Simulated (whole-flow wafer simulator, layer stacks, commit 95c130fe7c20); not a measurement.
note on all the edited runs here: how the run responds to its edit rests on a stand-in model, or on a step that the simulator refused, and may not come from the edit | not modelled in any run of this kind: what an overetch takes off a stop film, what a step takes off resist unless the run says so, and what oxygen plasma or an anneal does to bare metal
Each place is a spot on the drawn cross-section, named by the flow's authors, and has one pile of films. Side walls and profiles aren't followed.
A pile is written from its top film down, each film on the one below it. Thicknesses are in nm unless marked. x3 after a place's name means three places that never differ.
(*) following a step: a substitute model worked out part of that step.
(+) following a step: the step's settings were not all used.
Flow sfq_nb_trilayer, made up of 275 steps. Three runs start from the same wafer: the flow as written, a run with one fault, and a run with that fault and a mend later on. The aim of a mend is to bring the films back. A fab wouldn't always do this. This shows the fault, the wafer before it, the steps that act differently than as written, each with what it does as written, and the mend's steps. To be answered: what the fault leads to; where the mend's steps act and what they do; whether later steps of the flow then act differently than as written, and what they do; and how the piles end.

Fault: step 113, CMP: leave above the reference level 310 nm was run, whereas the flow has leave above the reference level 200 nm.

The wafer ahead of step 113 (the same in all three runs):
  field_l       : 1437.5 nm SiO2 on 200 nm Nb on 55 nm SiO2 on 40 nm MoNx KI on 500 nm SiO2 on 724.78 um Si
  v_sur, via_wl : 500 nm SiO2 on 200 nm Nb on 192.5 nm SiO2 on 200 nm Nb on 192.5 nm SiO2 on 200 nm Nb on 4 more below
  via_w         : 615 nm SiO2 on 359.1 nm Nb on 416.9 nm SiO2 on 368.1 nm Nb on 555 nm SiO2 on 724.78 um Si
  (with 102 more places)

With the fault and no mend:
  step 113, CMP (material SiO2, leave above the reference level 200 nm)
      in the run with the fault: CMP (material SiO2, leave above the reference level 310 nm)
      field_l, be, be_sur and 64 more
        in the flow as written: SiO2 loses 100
        in the run with the fault: nothing
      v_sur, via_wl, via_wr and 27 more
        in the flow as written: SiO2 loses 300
        in the run with the fault: SiO2 loses 190
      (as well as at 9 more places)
  Steps later in the flow that act otherwise than as written (6 other steps are not shown; they differ only slightly, by no more than 2% or 0.5 nm, whichever is larger):
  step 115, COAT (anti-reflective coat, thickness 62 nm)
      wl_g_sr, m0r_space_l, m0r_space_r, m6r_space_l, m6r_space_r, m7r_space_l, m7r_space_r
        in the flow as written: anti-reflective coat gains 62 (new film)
        in the run with the fault: anti-reflective coat gains 63.4 (new film)
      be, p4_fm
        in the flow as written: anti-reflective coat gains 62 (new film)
        in the run with the fault: anti-reflective coat gains 63.3 (new film)
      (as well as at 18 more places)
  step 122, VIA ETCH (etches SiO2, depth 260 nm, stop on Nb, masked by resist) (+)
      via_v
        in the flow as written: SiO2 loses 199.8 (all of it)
        in the run with the fault: SiO2 loses 260
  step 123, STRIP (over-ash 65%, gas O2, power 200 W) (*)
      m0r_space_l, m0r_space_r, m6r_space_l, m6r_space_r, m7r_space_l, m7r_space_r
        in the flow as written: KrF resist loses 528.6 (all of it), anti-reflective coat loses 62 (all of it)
        in the run with the fault: KrF resist loses 530.2 (all of it), anti-reflective coat loses 63.4 (all of it)
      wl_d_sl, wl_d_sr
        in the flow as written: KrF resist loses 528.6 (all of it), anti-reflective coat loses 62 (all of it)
        in the run with the fault: KrF resist loses 532.5 (all of it), anti-reflective coat loses 63.8 (all of it)
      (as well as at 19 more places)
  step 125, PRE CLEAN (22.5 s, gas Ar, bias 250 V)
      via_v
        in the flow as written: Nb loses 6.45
        in the run with the fault: SiO2 loses 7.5
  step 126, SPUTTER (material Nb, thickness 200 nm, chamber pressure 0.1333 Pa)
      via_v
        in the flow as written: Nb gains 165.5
        in the run with the fault: Nb gains 152.6 (new film)
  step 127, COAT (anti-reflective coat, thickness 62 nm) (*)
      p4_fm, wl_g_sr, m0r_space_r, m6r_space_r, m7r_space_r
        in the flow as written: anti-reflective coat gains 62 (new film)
        in the run with the fault: anti-reflective coat gains 63.3 (new film)
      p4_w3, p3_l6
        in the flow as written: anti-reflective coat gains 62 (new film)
        in the run with the fault: anti-reflective coat gains 60.4 (new film)
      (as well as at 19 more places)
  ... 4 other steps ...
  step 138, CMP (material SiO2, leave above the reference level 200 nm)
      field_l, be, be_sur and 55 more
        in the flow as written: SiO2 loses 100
        in the run with the fault: SiO2 loses 90
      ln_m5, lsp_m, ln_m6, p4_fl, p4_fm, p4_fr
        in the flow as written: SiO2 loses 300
        in the run with the fault: SiO2 loses 290
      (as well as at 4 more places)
  At field_l, v_sur, via_wl and 103 more, the piles at the end differ from the flow's by more than 2% or 0.5 nm, whichever is larger.
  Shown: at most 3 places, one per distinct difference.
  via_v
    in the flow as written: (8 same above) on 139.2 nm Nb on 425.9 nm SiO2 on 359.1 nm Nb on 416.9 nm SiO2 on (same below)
    in the run with the fault: (8 same above) on 139.2 nm Nb on 500.1 nm SiO2 on 152.6 nm Nb on 42.3 nm SiO2 on 200 nm Nb on 416.9 nm SiO2 on (same below)
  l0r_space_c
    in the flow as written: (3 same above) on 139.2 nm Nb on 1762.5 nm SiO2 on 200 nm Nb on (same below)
    in the run with the fault: (3 same above) on 139.2 nm Nb on 1872.5 nm SiO2 on 200 nm Nb on (same below)
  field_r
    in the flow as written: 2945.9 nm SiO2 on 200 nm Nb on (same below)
    in the run with the fault: 3055.9 nm SiO2 on 200 nm Nb on (same below)

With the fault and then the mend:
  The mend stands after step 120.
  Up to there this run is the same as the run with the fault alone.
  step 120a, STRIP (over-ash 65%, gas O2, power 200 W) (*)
      r_sur, res, r_end and 7 more
        KrF resist loses 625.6 (all of it), anti-reflective coat loses 62.1 (all of it)
      ce_r, sp_r, be_r, l0_sur, l0r_space_c, l0r_line_r
        KrF resist loses 625.7 (all of it), anti-reflective coat loses 62.1 (all of it)
      p3_s1, p3_l2, p3_s2, p3_l3, p3_s3, p3_l4
        KrF resist loses 624.5 (all of it), anti-reflective coat loses 61.9 (all of it)
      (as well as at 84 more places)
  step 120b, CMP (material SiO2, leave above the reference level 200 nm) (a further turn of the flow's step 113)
      field_l, be, be_sur and 64 more
        SiO2 loses 100
      v_sur, via_wl, via_w and 36 more
        SiO2 loses 110
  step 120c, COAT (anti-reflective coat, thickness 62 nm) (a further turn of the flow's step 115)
      field_l, v_sur, via_wl and 103 more
        anti-reflective coat gains 62 (new film)
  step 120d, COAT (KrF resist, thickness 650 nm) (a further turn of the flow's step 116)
      field_l, v_sur, via_wl and 103 more
        KrF resist gains 650 (new film)
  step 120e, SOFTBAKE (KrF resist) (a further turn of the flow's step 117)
      leaves every film unchanged at each place that is followed
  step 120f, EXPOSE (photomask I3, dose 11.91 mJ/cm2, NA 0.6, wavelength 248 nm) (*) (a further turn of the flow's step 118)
      leaves every film unchanged at each place that is followed
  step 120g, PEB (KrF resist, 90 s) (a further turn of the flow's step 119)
      field_l, v_sur, via_wl and 103 more
        KrF resist loses 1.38
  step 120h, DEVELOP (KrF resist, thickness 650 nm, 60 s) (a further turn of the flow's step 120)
      field_l, v_sur, via_wl and 102 more
        KrF resist loses 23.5
      via_v
        KrF resist loses 648.6 (all of it)
  Every later step of the flow that is run acts as written at every place that is followed.
  At every place that both follow, the piles at the end match the flow's.
